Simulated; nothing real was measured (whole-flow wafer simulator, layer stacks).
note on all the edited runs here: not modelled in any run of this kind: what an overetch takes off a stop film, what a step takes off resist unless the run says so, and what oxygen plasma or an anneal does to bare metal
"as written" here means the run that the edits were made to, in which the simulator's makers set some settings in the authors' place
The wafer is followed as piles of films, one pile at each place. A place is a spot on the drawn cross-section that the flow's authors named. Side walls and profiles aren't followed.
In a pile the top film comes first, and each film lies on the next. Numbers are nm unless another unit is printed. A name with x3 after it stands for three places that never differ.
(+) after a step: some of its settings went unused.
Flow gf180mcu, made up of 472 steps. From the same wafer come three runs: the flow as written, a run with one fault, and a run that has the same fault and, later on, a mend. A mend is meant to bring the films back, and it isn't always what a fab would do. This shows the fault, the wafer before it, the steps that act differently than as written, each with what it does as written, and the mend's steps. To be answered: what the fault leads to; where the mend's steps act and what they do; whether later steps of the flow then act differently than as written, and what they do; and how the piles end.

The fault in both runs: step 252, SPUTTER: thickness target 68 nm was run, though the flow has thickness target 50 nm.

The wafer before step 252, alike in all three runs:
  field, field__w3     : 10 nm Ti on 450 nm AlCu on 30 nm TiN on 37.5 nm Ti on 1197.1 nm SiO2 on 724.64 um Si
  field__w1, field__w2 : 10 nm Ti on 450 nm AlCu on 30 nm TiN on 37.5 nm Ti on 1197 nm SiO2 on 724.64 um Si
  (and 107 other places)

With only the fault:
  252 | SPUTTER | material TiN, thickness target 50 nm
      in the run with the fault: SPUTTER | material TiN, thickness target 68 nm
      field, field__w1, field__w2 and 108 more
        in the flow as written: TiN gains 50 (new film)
        in the run with the fault: TiN gains 68 (new film)
  Steps later in the flow that act otherwise than as written (not shown: 4 more steps that differ only slightly, by at most 2% or 0.5 nm, whichever is larger):
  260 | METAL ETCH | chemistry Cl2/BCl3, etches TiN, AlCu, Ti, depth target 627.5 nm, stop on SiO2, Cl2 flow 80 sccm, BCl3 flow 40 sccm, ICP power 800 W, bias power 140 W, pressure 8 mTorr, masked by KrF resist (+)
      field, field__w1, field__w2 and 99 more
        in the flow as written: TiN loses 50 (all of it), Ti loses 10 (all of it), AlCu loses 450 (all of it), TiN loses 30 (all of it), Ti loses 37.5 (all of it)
        in the run with the fault: TiN loses 68 (all of it), Ti loses 10 (all of it), AlCu loses 450 (all of it), TiN loses 30 (all of it), Ti loses 37.5 (all of it)
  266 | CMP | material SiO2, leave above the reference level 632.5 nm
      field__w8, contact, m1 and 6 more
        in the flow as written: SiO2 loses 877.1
        in the run with the fault: SiO2 loses 895.1
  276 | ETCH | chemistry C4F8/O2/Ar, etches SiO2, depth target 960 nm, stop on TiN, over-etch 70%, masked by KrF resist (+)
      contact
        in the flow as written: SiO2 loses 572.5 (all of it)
        in the run with the fault: SiO2 loses 554.5 (all of it)
  By the end, the piles at field__w8, contact, m1 and 6 more depart from the flow's by more than 2% or 0.5 nm, whichever is larger.
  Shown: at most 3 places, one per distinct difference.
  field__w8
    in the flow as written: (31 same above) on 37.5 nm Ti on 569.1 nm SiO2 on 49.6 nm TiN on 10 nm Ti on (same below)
    in the run with the fault: (31 same above) on 37.5 nm Ti on 551.1 nm SiO2 on 67.6 nm TiN on 10 nm Ti on (same below)
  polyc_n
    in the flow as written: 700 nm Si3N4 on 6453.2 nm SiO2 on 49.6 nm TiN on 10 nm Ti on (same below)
    in the run with the fault: 700 nm Si3N4 on 6435.2 nm SiO2 on 67.6 nm TiN on 10 nm Ti on (same below)
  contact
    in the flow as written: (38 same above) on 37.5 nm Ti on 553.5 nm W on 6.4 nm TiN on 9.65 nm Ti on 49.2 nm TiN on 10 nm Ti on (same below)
    in the run with the fault: (38 same above) on 37.5 nm Ti on 535.3 nm W on 6.47 nm TiN on 9.75 nm Ti on 67.2 nm TiN on 10 nm Ti on (same below)

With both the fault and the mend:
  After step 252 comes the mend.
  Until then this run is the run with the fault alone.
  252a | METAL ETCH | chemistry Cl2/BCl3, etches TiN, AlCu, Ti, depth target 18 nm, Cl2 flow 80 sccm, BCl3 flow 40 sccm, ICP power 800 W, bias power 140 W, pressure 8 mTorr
      field, field__w1, field__w2 and 108 more
        TiN loses 18
  Later steps of the flow that are run all act as written at every place that is followed.
  By the end, the piles equal the flow's at every place that both follow.
